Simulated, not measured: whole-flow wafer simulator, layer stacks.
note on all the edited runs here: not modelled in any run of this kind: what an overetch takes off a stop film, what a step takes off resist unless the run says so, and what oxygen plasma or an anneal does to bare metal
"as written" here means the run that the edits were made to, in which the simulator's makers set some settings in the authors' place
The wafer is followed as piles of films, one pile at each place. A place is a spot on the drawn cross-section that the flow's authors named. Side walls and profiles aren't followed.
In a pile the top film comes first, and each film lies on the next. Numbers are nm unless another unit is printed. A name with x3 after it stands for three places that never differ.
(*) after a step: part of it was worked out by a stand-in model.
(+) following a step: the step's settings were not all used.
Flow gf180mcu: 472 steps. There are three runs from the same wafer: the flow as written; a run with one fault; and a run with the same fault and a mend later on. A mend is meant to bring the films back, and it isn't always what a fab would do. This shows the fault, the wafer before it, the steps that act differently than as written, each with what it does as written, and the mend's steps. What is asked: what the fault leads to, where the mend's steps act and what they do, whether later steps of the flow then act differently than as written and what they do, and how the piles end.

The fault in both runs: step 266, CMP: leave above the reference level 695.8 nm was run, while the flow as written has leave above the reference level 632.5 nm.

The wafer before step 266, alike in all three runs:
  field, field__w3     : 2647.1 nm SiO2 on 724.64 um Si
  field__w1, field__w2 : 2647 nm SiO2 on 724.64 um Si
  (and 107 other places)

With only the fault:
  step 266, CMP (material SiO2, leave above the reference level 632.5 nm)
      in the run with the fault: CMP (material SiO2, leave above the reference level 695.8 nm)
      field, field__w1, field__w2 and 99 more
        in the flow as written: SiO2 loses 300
        in the run with the fault: SiO2 loses 236.7
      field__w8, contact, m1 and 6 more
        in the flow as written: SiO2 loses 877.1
        in the run with the fault: SiO2 loses 813.8
  Steps further on in the flow that do not act as written (2 more steps, not shown, differ only slightly: by at most 2% or 0.5 nm, whichever is larger):
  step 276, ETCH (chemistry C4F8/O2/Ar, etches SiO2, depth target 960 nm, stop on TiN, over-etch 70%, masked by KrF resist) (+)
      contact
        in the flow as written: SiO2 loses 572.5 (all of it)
        in the run with the fault: SiO2 loses 635.8 (all of it)
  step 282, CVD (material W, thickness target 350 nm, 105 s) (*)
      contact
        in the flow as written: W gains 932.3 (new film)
        in the run with the fault: W gains 996.2 (new film)
  The piles end different from the flow's at field__w8, contact, m1, m1__w1, m1_nw by more than 2% or 0.5 nm, whichever is larger.
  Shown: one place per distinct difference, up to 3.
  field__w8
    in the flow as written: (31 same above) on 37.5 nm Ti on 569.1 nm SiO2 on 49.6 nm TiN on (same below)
    in the run with the fault: (31 same above) on 37.5 nm Ti on 632.4 nm SiO2 on 49.6 nm TiN on (same below)
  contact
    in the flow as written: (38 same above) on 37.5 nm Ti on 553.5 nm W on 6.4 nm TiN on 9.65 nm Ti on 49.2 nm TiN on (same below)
    in the run with the fault: (38 same above) on 37.5 nm Ti on 617.4 nm W on 6.17 nm TiN on 9.3 nm Ti on 49.2 nm TiN on (same below)

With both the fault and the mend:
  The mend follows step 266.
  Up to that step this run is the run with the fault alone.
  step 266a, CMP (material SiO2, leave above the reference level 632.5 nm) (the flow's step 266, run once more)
      field, field__w1, field__w2 and 108 more
        SiO2 loses 63.3
  Later steps of the flow that are run all act as written at every place that is followed.
  By the end, the piles equal the flow's at every place that both follow.
